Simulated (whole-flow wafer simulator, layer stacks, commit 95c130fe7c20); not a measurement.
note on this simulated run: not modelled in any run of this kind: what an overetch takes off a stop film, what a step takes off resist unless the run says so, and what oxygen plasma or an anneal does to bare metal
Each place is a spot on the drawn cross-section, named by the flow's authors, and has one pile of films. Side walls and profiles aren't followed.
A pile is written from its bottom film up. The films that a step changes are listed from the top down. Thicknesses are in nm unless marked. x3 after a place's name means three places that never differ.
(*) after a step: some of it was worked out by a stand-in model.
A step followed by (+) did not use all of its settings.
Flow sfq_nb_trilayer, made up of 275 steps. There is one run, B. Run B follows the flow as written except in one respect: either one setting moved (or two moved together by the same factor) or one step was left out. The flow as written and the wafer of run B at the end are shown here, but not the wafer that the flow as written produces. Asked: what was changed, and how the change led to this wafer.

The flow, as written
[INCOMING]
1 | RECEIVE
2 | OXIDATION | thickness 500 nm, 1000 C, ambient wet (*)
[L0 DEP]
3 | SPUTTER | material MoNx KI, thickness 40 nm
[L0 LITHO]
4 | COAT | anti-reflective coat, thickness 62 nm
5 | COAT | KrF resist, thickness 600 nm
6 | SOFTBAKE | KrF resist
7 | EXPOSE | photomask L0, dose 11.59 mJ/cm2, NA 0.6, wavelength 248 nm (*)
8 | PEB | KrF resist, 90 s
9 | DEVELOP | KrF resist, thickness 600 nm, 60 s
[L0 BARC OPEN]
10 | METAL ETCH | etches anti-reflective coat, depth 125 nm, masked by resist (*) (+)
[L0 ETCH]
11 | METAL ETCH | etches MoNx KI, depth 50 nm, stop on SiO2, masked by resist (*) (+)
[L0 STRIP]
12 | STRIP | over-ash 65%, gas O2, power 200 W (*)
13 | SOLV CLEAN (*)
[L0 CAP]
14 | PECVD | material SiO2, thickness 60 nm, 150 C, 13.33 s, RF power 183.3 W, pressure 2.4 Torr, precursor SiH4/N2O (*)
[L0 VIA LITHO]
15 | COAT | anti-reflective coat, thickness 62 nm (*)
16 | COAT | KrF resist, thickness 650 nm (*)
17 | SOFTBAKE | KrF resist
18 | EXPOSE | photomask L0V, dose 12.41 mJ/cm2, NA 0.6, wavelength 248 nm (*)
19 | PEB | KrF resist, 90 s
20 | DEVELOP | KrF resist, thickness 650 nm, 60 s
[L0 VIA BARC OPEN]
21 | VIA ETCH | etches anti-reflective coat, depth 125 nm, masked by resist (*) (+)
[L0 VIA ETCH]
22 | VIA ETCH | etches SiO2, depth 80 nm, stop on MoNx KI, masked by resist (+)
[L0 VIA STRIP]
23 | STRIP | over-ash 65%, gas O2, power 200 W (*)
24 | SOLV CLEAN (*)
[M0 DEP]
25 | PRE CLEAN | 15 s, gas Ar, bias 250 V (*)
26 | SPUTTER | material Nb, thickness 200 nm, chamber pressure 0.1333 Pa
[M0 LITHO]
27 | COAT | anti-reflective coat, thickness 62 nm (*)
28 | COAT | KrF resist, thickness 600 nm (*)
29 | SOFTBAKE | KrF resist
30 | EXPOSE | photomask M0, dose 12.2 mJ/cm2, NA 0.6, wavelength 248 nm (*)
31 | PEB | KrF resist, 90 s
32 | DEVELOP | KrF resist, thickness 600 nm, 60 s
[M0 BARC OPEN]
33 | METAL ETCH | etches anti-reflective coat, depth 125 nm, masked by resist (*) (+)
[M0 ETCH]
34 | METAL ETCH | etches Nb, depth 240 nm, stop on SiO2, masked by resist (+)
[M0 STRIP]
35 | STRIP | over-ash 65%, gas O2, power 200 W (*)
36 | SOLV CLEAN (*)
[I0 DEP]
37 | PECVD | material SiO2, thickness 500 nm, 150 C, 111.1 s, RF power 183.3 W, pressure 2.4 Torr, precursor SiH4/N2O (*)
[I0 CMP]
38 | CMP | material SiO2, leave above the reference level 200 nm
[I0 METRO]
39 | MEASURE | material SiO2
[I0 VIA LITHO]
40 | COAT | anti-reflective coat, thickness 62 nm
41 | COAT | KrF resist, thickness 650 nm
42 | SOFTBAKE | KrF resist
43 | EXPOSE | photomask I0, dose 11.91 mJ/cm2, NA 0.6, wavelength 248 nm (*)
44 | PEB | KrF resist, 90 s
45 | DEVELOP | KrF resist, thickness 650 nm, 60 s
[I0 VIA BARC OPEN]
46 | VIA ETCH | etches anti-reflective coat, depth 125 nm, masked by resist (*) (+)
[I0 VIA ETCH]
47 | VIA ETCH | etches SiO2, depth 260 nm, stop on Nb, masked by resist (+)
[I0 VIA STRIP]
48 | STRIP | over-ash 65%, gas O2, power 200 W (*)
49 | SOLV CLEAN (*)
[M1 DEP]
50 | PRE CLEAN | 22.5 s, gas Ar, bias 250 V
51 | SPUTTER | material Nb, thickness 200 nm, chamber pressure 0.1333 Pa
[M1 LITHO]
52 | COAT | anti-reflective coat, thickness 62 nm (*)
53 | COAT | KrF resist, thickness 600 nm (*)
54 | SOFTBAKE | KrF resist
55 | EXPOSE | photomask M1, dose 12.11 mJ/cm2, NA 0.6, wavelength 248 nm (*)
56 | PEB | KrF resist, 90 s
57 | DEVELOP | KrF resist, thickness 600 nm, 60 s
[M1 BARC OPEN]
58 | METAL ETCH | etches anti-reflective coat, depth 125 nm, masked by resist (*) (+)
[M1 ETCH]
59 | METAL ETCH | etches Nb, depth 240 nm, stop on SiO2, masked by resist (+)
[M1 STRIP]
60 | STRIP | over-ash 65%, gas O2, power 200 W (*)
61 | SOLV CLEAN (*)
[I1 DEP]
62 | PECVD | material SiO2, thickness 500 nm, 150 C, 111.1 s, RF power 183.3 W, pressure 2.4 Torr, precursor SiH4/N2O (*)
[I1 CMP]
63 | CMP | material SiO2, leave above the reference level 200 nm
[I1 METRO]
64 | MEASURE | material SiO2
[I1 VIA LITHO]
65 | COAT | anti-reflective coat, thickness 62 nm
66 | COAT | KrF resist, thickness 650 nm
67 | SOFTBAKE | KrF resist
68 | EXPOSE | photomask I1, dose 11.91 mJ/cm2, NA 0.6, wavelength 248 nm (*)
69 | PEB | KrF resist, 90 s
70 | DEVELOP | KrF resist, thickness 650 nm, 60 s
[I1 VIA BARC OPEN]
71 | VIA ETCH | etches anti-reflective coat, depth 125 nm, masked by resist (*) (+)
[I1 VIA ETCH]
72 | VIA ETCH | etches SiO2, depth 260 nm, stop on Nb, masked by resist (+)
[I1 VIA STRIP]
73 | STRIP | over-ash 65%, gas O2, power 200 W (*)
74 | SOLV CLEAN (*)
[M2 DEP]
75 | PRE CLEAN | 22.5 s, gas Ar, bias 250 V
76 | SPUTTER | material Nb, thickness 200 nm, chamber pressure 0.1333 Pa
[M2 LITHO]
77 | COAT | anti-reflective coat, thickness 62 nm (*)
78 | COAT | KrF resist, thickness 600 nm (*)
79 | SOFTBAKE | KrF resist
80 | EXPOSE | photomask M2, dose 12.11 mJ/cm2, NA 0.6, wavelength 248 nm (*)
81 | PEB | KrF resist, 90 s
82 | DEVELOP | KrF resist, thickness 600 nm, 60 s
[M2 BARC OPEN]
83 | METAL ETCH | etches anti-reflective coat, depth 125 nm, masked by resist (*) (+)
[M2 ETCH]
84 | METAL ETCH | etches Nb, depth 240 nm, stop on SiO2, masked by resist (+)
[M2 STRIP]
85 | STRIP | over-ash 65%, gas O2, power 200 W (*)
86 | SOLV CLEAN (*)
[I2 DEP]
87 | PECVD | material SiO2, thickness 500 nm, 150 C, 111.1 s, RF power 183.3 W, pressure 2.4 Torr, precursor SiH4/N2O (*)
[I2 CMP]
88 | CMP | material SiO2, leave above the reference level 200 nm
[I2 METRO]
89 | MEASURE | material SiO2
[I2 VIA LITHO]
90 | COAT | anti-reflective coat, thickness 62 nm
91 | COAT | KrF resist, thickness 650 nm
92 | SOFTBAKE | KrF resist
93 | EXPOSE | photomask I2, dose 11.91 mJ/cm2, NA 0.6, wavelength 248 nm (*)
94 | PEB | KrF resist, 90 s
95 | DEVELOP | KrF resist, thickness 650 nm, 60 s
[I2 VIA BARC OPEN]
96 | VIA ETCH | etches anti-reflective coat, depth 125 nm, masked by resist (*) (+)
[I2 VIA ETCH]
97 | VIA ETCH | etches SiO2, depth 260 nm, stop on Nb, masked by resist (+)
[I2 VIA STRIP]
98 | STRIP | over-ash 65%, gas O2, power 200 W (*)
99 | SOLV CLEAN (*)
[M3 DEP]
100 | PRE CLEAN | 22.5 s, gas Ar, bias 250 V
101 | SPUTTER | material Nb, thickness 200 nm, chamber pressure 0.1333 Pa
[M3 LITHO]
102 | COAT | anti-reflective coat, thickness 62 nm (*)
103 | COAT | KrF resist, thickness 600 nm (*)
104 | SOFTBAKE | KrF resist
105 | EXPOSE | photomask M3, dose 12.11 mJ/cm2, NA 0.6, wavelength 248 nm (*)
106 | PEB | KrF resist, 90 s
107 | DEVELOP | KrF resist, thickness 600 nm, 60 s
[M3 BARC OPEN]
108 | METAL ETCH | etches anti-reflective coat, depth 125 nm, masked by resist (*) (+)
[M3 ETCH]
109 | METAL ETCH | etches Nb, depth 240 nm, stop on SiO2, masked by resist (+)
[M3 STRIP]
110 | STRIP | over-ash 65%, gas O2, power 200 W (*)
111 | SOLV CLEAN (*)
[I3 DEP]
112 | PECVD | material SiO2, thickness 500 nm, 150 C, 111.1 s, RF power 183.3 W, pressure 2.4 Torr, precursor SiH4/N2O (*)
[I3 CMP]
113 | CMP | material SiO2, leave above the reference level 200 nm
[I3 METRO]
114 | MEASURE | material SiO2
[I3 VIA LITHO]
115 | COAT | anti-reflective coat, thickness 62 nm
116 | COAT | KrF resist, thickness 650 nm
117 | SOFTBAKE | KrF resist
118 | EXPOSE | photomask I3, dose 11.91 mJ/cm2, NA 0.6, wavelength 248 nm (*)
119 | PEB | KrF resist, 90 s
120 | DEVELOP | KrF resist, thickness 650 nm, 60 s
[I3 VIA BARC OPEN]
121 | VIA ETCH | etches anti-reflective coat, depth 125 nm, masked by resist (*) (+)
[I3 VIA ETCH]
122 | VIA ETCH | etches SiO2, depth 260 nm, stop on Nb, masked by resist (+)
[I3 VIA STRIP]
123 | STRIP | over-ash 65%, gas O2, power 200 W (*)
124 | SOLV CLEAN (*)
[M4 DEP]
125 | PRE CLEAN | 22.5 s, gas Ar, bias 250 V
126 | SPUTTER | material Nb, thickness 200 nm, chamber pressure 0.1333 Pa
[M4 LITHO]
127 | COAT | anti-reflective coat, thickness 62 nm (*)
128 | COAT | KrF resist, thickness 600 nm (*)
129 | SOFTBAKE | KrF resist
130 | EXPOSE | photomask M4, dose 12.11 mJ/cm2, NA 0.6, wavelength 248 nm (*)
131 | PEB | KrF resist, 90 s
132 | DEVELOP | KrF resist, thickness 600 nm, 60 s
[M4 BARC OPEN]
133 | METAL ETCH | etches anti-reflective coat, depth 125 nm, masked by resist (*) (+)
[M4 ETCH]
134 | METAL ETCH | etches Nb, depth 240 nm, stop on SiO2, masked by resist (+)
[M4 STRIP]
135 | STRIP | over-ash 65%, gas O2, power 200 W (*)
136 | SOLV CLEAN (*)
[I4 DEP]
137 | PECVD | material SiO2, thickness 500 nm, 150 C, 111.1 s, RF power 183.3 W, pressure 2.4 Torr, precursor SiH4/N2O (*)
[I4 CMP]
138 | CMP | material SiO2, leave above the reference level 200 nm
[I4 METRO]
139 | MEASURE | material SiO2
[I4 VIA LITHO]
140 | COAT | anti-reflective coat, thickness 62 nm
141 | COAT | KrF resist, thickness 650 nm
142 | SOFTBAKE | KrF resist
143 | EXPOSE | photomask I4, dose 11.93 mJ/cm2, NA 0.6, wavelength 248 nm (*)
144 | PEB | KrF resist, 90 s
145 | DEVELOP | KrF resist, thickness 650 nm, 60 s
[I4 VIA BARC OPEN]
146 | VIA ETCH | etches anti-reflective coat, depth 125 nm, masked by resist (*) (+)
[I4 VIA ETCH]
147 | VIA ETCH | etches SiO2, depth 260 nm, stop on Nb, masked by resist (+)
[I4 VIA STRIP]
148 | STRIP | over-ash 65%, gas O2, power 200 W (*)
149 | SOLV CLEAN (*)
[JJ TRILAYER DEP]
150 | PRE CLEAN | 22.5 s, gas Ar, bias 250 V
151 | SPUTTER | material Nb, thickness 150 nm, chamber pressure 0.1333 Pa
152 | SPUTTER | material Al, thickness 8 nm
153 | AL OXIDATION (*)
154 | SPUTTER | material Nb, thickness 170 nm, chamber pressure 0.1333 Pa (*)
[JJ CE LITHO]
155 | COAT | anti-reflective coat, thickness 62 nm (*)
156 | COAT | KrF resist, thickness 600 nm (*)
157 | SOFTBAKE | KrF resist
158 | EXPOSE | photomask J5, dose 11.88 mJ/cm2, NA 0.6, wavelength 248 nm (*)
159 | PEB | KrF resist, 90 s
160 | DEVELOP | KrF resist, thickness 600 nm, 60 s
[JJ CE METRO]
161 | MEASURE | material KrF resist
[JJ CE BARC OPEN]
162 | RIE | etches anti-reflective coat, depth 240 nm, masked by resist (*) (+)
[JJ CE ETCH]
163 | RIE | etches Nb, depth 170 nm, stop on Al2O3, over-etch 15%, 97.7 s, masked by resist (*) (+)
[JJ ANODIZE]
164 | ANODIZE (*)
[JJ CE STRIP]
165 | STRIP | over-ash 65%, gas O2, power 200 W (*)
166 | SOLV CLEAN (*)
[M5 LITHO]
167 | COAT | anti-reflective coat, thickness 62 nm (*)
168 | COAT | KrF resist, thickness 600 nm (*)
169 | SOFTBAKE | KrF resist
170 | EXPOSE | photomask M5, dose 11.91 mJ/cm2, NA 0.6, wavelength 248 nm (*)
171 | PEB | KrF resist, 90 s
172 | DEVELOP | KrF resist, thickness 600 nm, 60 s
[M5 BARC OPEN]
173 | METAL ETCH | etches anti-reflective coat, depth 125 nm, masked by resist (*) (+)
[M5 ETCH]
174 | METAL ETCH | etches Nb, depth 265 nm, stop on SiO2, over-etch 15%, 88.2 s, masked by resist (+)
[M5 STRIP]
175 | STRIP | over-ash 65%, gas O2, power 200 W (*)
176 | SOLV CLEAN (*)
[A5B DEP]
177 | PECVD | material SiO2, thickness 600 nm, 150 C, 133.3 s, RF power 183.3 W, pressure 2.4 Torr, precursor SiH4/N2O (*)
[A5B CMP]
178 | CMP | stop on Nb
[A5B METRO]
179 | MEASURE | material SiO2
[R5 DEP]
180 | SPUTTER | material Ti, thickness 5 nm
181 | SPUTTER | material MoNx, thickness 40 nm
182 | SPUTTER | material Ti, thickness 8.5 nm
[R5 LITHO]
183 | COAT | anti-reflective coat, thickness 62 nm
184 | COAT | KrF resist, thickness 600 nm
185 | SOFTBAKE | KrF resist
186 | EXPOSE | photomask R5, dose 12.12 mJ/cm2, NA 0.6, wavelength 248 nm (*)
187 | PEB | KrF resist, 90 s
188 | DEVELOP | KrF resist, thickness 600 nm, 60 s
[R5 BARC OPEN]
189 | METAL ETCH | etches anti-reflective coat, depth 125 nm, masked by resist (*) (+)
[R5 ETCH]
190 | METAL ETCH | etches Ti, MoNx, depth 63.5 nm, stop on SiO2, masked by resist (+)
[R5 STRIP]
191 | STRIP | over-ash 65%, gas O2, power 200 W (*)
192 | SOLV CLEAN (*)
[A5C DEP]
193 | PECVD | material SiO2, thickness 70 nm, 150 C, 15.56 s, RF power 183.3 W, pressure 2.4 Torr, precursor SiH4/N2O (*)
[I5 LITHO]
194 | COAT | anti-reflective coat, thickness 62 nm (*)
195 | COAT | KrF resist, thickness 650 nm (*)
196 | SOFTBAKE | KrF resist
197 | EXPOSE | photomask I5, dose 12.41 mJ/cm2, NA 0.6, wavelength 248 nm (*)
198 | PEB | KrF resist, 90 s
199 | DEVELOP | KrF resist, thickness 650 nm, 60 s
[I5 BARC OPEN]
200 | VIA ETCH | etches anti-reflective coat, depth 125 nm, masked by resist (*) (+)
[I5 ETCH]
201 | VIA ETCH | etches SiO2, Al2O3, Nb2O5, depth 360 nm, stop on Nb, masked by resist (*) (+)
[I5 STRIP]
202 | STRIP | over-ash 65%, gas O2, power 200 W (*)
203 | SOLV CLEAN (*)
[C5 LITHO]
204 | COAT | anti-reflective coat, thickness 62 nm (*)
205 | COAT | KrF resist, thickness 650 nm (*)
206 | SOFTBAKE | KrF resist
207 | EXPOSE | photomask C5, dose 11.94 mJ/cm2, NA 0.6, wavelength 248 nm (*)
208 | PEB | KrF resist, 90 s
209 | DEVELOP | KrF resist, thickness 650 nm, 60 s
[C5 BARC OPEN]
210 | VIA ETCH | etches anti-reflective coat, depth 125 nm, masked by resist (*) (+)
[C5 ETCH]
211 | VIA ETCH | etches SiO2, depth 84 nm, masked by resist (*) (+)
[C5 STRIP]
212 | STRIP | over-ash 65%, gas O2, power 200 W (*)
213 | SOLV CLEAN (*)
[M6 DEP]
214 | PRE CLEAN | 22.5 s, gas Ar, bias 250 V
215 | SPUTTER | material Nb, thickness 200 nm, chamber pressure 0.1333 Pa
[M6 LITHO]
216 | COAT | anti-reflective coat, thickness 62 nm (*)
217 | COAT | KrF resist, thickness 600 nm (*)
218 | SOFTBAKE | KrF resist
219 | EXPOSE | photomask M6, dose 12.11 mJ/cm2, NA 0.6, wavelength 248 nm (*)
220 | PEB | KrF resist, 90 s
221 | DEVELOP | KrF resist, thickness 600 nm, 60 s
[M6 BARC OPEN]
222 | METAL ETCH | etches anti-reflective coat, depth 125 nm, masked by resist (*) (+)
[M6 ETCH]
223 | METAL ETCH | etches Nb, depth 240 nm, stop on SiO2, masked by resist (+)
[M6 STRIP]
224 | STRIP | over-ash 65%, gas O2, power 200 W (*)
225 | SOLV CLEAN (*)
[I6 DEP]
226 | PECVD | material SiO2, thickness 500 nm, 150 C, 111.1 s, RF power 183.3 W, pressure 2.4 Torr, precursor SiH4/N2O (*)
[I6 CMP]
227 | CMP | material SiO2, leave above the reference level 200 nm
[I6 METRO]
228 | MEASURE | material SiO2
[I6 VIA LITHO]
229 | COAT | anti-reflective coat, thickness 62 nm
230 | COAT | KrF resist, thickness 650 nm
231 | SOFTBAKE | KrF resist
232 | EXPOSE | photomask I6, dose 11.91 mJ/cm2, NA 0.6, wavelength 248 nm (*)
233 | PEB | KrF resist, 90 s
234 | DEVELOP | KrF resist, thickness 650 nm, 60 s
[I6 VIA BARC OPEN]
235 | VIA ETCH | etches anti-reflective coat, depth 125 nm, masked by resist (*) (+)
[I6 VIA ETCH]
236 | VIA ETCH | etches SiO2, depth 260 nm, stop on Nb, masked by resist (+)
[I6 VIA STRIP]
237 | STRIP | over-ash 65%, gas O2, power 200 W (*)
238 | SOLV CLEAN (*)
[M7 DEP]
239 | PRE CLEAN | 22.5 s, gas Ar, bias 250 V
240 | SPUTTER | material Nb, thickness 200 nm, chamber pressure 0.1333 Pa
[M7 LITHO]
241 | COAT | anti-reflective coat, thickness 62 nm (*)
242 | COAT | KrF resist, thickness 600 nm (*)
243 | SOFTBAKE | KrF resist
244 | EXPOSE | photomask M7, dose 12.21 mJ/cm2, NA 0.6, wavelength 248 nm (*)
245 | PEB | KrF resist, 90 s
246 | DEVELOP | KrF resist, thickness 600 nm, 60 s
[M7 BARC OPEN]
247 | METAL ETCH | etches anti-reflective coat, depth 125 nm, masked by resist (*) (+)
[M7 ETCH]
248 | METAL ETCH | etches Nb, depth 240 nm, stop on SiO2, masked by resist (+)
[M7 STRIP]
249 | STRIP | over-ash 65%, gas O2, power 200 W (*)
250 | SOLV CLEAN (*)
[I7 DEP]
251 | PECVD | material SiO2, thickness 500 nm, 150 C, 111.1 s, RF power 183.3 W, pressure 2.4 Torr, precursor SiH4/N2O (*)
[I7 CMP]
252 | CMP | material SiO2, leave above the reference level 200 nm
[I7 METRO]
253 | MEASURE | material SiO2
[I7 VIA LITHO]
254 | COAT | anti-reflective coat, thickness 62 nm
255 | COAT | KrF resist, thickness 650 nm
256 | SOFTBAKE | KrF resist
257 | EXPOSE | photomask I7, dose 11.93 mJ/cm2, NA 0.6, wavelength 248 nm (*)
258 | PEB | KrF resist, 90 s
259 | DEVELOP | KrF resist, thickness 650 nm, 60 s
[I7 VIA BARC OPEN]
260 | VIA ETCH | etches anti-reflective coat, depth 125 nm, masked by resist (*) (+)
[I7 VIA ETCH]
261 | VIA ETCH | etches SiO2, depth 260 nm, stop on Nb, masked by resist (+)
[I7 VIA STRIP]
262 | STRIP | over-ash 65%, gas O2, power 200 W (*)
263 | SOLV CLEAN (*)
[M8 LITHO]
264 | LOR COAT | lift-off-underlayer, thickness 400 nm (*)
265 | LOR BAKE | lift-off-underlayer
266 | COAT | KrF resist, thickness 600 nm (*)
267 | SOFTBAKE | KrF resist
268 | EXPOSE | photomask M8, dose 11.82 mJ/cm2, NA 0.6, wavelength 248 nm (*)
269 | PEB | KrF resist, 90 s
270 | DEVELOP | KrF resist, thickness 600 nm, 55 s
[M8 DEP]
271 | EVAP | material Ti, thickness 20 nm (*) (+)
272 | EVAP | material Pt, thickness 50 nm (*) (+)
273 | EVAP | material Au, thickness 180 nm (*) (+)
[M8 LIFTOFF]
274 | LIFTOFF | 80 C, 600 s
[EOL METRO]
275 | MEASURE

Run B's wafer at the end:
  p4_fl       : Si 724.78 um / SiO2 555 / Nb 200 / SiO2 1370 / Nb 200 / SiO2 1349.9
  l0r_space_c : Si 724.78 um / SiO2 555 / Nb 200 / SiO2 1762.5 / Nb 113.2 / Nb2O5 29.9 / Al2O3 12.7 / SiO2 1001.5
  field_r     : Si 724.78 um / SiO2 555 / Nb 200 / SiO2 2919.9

Cause: step 151, SPUTTER: thickness 124 nm was run, while the flow as written has thickness 150 nm.

Step by step, how the change led to this:
  151 | SPUTTER | material Nb, thickness 150 nm, chamber pressure 0.1333 Pa
      field_l, v_sur, via_sp and 100 more: Nb gains 124 (new film) (as written it would have been: Nb gains 150 (new film))
      via_wl, via_w, via_wr: Nb gains 107.6 (as written it would have been: Nb gains 130.4)
  155 | COAT | anti-reflective coat, thickness 62 nm (*)
      via_wl, via_wr: anti-reflective coat gains 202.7 (new film) (as written it would have been: anti-reflective coat gains 209.4 (new film))
      via_w: anti-reflective coat gains 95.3 (new film) (as written it would have been: anti-reflective coat gains 97.4 (new film))
  162 | RIE | etches anti-reflective coat, depth 240 nm, masked by resist (*) (+)
      ce_l, c5j, ce_r, wl_jj: KrF resist loses 202.7 (as written it would have been: KrF resist loses 209.4)
      via_wl, via_wr: anti-reflective coat loses 202.7 (all of it) (as written it would have been: anti-reflective coat loses 209.4 (all of it))
      (as well as at 1 more place)
  165 | STRIP | over-ash 65%, gas O2, power 200 W (*)
      ce_l: KrF resist loses 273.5 (all of it), anti-reflective coat loses 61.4 (all of it) (as written it would have been: KrF resist loses 266.8 (all of it), anti-reflective coat loses 61.4 (all of it))
      c5j: KrF resist loses 273.6 (all of it), anti-reflective coat loses 61.5 (all of it) (as written it would have been: KrF resist loses 266.9 (all of it), anti-reflective coat loses 61.5 (all of it))
      (as well as at 2 more places)
  167 | COAT | anti-reflective coat, thickness 62 nm (*)
      via_wl: anti-reflective coat gains 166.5 (new film) (as written it would have been: anti-reflective coat gains 170.5 (new film))
      via_wr: anti-reflective coat gains 166.6 (new film) (as written it would have been: anti-reflective coat gains 170.6 (new film))
  174 | METAL ETCH | etches Nb, depth 265 nm, stop on SiO2, over-etch 15%, 88.2 s, masked by resist (+)
      field_l, r_sur, res and 50 more: Al2O3 loses 12.6 (all of it), Nb2O5 loses 29.9 (all of it), Nb loses 113.2 (all of it), SiO2 loses 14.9 (as written it would have been: Al2O3 loses 12.6 (all of it), Nb2O5 loses 29.9 (all of it), Nb loses 139.2 (all of it), SiO2 loses 12.3)
  175 | STRIP | over-ash 65%, gas O2, power 200 W (*)
      via_wl: KrF resist loses 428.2 (all of it), anti-reflective coat loses 166.5 (all of it) (as written it would have been: KrF resist loses 427 (all of it), anti-reflective coat loses 170.5 (all of it))
      via_wr: KrF resist loses 428.8 (all of it), anti-reflective coat loses 166.6 (all of it) (as written it would have been: KrF resist loses 427.6 (all of it), anti-reflective coat loses 170.6 (all of it))
  178 | CMP | stop on Nb
      field_l, p4_fl, p4_fm and 39 more: SiO2 loses 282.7 (as written it would have been: SiO2 loses 259.3)
      r_sur, res, r_end, moat, field_r, lsp_l: SiO2 loses 276.5 (as written it would have been: SiO2 loses 252.3)
      (as well as at 5 more places)
